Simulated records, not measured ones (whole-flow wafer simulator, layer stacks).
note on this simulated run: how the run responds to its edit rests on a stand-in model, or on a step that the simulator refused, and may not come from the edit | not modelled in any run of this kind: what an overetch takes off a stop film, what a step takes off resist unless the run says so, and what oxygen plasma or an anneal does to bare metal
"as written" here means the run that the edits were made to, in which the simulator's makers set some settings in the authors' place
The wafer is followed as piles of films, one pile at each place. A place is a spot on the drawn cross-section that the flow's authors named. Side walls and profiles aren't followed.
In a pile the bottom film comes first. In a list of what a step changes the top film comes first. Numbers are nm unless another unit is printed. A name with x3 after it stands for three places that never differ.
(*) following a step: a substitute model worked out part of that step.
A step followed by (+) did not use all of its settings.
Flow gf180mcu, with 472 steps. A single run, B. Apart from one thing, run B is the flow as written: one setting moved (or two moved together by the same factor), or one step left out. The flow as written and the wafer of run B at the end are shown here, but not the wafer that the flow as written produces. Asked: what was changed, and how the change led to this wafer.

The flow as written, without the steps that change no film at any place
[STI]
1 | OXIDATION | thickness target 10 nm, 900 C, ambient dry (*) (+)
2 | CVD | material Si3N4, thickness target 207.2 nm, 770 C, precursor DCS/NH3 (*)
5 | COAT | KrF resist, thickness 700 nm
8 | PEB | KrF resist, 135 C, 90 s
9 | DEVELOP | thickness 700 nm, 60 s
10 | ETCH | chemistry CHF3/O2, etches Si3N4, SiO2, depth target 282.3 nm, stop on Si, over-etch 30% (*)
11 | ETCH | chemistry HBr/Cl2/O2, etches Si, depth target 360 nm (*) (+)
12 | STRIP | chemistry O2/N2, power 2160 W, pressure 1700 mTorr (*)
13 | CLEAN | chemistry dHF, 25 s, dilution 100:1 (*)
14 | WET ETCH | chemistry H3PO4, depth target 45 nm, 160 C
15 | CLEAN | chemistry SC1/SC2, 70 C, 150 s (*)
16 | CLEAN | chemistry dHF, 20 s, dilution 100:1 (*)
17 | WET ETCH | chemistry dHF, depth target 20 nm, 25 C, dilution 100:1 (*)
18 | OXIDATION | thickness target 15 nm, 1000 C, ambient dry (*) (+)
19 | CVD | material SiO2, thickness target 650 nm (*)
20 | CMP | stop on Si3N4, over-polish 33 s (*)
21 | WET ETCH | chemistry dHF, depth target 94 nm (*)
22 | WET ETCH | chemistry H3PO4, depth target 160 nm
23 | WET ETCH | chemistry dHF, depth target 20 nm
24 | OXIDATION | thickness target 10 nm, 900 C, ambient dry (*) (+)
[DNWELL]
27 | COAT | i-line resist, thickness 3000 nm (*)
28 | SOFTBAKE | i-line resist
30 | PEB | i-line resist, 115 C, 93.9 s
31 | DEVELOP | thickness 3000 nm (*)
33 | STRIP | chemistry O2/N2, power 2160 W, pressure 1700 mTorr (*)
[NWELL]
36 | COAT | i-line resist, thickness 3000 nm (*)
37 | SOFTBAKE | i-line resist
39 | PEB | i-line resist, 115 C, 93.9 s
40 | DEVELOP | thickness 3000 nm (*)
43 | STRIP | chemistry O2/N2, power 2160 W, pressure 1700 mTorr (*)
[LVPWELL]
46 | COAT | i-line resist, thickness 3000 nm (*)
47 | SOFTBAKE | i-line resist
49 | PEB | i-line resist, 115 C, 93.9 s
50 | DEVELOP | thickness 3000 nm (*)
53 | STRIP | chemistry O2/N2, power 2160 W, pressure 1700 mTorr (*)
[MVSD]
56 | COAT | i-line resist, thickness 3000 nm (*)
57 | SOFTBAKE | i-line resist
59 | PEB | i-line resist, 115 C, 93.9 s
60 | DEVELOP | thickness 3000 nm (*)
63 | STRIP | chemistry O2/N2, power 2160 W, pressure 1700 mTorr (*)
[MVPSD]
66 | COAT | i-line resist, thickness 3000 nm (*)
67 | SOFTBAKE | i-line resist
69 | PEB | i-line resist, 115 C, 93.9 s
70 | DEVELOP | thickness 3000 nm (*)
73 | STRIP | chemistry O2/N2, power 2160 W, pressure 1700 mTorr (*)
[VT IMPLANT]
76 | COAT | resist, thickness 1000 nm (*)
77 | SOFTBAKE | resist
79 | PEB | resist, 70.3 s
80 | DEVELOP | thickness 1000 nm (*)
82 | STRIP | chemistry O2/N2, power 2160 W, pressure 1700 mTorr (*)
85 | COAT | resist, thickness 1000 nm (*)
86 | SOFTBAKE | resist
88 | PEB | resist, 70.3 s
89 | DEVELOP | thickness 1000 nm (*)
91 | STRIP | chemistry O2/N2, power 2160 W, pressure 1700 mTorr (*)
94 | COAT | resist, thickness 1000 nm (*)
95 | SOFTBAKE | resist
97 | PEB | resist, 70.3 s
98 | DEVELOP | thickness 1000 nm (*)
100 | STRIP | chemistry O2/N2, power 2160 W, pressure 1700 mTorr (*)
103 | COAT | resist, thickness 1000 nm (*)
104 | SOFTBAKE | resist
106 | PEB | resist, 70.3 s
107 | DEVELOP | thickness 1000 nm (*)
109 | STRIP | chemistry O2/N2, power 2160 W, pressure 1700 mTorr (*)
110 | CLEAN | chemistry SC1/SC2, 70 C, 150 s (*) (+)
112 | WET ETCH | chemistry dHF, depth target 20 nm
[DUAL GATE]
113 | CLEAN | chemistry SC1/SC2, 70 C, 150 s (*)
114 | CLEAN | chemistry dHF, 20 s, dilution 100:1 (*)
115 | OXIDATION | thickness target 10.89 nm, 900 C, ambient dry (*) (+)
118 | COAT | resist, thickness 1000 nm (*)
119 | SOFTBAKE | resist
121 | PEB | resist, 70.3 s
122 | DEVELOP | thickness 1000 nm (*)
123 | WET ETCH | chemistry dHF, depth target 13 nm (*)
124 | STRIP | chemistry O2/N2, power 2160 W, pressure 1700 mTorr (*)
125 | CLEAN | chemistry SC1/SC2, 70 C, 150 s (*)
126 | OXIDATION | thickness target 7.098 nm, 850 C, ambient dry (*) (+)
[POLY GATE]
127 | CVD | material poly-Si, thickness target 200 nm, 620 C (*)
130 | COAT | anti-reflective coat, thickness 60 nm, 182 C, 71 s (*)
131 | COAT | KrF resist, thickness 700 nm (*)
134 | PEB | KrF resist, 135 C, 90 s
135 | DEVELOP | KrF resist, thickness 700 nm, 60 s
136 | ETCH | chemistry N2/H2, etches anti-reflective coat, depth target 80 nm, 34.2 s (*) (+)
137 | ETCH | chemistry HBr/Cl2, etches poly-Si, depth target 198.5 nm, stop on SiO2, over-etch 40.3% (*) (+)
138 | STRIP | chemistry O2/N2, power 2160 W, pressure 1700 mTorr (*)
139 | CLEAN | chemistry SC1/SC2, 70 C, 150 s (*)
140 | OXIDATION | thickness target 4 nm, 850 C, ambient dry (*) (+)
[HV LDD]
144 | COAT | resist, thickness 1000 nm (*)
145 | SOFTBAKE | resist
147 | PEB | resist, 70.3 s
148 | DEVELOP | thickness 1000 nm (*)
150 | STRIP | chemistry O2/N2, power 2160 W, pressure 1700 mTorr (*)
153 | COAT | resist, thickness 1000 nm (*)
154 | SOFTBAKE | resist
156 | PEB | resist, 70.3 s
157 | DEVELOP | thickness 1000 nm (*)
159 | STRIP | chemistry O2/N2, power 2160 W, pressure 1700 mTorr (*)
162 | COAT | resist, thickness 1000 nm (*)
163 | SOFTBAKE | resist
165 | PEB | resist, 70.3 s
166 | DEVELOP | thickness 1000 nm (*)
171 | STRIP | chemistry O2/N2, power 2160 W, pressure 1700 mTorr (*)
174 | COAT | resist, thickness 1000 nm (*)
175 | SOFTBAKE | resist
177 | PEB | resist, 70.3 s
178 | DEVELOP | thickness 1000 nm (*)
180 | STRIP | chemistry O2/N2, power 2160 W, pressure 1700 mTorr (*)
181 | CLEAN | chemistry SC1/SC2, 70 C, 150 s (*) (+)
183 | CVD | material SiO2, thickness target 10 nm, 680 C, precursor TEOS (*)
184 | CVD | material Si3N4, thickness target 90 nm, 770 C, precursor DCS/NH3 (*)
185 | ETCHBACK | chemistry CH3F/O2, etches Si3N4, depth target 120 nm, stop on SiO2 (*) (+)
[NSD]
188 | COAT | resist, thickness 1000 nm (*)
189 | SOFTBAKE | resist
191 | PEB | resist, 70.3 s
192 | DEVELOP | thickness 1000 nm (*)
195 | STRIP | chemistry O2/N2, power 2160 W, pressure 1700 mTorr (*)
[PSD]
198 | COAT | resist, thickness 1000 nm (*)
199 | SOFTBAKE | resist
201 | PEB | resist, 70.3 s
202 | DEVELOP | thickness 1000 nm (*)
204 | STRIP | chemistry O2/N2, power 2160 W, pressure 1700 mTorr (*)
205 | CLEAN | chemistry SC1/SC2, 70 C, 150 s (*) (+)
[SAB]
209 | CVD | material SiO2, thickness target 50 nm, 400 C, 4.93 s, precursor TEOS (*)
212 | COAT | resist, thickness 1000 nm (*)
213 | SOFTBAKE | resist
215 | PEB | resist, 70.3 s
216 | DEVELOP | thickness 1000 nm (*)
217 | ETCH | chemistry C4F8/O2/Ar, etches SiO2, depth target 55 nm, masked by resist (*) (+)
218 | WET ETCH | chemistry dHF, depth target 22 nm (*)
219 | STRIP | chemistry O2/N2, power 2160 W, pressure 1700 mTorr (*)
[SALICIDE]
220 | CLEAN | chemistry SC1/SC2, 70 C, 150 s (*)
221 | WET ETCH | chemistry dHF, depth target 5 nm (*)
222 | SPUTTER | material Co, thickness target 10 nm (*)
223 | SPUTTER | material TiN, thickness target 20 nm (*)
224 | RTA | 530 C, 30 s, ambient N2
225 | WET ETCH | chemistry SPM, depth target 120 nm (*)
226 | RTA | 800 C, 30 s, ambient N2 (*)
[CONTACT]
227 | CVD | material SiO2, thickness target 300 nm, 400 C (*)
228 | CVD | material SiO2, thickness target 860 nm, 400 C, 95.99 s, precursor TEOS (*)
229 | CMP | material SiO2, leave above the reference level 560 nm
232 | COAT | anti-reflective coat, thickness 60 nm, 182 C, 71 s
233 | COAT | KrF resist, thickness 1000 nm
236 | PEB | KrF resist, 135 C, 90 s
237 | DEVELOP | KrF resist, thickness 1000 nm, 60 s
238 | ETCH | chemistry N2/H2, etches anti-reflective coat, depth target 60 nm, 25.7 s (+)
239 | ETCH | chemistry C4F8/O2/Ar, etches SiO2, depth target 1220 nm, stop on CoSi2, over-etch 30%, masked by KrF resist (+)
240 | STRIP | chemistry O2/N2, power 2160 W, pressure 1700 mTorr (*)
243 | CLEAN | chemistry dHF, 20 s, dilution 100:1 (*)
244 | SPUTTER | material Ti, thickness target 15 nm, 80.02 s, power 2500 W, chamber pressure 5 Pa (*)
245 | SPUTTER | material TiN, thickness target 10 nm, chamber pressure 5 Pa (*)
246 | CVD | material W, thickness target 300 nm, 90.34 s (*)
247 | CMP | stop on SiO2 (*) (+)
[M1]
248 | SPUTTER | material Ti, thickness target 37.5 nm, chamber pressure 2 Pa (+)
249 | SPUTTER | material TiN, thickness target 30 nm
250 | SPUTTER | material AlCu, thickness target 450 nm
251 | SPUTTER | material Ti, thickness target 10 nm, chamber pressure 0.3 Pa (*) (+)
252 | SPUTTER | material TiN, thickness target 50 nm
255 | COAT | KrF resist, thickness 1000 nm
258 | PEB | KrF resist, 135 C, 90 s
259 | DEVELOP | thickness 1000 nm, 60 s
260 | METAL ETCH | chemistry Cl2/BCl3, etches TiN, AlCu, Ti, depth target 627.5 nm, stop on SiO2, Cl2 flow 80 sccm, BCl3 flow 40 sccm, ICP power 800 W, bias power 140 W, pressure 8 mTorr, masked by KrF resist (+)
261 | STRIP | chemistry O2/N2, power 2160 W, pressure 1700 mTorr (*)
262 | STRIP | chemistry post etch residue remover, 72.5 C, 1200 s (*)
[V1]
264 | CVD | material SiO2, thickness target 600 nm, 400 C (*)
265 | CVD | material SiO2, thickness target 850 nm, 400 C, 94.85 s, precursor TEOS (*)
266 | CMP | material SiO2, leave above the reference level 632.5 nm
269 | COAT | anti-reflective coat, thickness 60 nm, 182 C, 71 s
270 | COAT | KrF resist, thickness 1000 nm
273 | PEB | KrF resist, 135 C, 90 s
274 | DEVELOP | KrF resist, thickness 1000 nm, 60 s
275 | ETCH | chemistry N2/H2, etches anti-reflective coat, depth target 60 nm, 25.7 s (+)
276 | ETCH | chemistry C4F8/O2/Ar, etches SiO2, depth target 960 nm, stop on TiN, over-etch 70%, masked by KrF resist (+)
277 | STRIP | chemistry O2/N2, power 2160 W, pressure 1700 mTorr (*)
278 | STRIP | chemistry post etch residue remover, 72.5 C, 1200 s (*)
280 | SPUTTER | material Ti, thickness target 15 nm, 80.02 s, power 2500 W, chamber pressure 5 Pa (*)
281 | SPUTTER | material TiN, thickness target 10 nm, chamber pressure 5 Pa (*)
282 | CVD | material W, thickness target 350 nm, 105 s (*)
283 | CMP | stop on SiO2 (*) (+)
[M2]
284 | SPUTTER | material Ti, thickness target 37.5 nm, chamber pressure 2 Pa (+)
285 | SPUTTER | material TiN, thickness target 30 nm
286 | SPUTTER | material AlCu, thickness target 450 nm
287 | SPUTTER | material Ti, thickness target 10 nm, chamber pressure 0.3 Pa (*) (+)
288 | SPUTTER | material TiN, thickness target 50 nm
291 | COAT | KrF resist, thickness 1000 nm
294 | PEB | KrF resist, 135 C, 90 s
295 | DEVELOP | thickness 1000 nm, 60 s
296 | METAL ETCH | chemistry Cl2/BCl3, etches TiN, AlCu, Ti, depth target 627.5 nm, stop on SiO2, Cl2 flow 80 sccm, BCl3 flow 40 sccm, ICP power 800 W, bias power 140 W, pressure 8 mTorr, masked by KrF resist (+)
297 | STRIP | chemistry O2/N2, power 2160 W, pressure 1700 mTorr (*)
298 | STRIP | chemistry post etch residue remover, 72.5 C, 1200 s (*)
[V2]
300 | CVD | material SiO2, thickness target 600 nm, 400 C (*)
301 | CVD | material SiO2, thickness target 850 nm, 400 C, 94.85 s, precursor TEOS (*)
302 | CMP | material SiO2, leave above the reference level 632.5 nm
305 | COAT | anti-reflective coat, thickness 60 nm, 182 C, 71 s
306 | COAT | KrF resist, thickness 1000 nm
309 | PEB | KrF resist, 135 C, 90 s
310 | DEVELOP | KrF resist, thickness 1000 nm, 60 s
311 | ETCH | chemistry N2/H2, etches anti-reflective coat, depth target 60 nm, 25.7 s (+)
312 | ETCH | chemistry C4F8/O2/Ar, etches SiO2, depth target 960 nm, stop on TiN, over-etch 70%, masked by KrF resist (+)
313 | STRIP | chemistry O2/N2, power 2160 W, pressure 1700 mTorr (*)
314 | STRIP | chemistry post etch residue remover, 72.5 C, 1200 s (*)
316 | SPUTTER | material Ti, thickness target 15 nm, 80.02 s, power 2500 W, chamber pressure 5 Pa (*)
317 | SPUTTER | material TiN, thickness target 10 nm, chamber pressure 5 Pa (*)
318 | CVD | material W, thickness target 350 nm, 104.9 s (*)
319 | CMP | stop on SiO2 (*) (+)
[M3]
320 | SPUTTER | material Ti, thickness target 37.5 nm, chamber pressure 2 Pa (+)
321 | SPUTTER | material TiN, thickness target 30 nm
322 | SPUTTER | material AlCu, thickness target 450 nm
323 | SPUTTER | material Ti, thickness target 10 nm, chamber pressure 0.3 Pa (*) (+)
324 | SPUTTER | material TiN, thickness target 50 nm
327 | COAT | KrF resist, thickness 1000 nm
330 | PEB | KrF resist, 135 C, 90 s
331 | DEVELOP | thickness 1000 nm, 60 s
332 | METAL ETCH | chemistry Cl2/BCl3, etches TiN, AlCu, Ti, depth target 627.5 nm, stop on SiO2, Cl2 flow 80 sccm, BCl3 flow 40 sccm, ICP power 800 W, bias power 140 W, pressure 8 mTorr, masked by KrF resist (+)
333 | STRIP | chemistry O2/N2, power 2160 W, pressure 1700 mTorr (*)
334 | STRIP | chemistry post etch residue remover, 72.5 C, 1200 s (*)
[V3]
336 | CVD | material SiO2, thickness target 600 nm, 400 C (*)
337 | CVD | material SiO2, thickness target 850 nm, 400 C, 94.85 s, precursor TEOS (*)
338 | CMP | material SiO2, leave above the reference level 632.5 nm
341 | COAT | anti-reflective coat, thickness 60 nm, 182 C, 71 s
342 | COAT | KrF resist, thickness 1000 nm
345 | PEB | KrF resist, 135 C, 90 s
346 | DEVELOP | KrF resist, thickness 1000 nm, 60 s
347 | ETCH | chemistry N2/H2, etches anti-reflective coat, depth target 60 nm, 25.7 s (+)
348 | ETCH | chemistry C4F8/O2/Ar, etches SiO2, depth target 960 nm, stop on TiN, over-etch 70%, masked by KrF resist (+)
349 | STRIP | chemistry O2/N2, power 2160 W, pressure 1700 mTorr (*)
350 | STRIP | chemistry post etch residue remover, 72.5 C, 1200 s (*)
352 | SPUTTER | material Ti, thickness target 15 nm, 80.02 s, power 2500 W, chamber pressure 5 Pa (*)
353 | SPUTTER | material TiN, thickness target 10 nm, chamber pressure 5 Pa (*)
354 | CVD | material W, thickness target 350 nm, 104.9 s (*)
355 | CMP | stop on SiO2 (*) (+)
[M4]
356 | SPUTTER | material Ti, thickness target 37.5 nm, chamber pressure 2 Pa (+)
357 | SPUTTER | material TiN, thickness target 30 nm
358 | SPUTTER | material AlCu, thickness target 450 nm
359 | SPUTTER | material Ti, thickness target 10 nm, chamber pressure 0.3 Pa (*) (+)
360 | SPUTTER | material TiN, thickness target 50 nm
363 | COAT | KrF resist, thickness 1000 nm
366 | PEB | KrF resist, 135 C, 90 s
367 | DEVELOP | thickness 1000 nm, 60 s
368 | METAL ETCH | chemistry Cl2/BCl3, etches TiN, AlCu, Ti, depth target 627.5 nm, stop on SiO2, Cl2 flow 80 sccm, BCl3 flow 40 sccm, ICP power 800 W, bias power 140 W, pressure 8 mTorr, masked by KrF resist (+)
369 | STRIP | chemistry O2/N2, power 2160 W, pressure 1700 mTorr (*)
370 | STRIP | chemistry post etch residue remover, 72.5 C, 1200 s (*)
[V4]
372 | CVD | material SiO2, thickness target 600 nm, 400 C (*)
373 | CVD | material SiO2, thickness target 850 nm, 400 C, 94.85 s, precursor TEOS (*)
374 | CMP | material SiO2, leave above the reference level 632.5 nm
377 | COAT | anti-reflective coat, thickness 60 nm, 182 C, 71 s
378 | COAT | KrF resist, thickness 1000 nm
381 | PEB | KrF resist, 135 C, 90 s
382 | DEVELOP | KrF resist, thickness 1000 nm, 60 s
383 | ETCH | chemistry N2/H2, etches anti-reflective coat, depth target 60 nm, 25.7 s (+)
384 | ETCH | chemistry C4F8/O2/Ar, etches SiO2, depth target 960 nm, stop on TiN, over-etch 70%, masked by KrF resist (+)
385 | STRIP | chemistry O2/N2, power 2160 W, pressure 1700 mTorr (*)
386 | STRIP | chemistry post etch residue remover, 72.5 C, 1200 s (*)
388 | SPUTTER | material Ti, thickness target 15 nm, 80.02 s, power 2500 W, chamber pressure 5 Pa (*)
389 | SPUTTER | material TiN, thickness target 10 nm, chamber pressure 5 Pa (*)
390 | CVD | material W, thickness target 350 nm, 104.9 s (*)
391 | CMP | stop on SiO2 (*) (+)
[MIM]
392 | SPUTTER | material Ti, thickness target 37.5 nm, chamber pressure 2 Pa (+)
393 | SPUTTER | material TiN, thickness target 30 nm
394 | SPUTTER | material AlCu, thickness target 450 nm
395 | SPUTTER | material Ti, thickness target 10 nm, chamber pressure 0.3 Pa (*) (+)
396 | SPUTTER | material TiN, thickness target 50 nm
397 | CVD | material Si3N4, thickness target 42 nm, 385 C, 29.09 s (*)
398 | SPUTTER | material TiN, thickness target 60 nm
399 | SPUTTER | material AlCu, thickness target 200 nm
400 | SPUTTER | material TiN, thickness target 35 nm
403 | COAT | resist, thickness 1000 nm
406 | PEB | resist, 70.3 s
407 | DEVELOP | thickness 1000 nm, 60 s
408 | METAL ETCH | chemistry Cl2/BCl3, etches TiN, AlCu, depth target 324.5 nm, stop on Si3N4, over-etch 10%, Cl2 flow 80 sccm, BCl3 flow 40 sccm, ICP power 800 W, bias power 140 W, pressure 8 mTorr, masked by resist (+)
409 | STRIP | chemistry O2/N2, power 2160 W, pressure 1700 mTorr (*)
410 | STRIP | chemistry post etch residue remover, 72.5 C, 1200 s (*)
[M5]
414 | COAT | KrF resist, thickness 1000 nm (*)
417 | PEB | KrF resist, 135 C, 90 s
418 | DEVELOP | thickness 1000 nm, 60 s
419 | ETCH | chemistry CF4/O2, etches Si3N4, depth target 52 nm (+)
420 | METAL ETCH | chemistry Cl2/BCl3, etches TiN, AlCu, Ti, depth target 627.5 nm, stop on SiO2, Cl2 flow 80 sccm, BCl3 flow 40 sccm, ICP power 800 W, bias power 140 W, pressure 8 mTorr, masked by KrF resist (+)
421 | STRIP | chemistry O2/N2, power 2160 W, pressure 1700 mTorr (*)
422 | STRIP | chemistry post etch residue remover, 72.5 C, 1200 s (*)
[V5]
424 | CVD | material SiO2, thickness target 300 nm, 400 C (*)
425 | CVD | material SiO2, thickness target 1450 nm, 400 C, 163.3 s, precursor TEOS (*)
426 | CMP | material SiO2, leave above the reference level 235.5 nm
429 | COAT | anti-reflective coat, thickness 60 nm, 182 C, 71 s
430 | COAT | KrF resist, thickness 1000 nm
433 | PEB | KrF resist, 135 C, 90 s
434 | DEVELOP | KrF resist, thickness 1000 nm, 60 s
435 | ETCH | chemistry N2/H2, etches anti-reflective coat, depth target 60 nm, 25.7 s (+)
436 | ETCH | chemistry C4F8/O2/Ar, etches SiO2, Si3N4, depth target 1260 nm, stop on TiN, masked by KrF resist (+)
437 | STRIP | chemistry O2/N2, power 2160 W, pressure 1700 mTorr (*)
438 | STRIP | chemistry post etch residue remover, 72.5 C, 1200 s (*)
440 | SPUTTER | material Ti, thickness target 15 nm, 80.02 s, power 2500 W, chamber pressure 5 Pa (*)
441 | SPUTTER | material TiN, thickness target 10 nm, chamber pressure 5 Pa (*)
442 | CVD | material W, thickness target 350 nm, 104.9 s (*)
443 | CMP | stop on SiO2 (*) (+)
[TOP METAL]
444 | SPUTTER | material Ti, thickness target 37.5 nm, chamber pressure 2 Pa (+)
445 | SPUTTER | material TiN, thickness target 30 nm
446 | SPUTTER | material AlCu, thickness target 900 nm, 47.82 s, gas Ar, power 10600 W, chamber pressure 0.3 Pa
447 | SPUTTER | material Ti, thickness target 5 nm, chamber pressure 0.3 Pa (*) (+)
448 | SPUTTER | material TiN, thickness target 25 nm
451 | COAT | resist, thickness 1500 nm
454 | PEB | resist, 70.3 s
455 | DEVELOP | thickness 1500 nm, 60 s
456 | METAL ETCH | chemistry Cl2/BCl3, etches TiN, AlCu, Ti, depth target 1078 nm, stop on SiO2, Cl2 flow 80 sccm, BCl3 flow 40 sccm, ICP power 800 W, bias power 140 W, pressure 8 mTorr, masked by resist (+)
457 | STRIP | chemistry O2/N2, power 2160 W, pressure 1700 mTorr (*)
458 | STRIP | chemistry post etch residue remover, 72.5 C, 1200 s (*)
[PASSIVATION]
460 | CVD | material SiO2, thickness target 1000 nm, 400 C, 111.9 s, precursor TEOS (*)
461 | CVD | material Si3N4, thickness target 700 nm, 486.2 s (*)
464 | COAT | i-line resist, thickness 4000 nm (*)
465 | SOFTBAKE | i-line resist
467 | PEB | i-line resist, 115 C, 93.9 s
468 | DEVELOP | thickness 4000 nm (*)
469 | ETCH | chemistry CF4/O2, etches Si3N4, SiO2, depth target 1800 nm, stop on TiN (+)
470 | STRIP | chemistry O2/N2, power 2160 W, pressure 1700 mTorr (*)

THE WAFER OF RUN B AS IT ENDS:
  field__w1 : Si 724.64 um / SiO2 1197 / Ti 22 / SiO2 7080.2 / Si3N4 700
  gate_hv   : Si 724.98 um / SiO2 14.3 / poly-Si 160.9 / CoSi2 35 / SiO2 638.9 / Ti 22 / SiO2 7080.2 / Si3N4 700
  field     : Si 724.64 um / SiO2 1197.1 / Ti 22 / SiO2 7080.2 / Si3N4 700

What caused this: step 250, SPUTTER: thickness target 522 nm was run, while the flow as written has thickness target 450 nm.

Step by step, how the change led to this:
  250 | SPUTTER | material AlCu, thickness target 450 nm
      field, field__w1, field__w2 and 108 more: AlCu gains 522 (new film) (in the flow as written it would be: AlCu gains 450 (new film))
  260 | METAL ETCH | chemistry Cl2/BCl3, etches TiN, AlCu, Ti, depth target 627.5 nm, stop on SiO2, Cl2 flow 80 sccm, BCl3 flow 40 sccm, ICP power 800 W, bias power 140 W, pressure 8 mTorr, masked by KrF resist (+)
      field, field__w1, field__w2 and 99 more: TiN loses 50 (all of it), Ti loses 10 (all of it), AlCu loses 522 (all of it), TiN loses 30 (all of it), Ti loses 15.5 (in the flow as written it would be: TiN loses 50 (all of it), Ti loses 10 (all of it), AlCu loses 450 (all of it), TiN loses 30 (all of it), Ti loses 37.5 (all of it))
  264 | CVD | material SiO2, thickness target 600 nm, 400 C (*)
      field, field__w1, field__w2 and 99 more: SiO2 gains 600 (new film) (in the flow as written it would be: SiO2 gains 600)
  266 | CMP | material SiO2, leave above the reference level 632.5 nm
      field, field__w1, field__w2 and 99 more: SiO2 loses 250 (in the flow as written it would be: SiO2 loses 300)
With metal films that touch counted as one body, field__w1 has 1 body; the flow as written gives 0 bodies.
With metal films that touch counted as one body, gate_hv has 2 bodies (between them, from the top down: SiO2 638.9); the flow as written gives 1 body.
With metal films that touch counted as one body, field has 1 body; the flow as written gives 0 bodies.
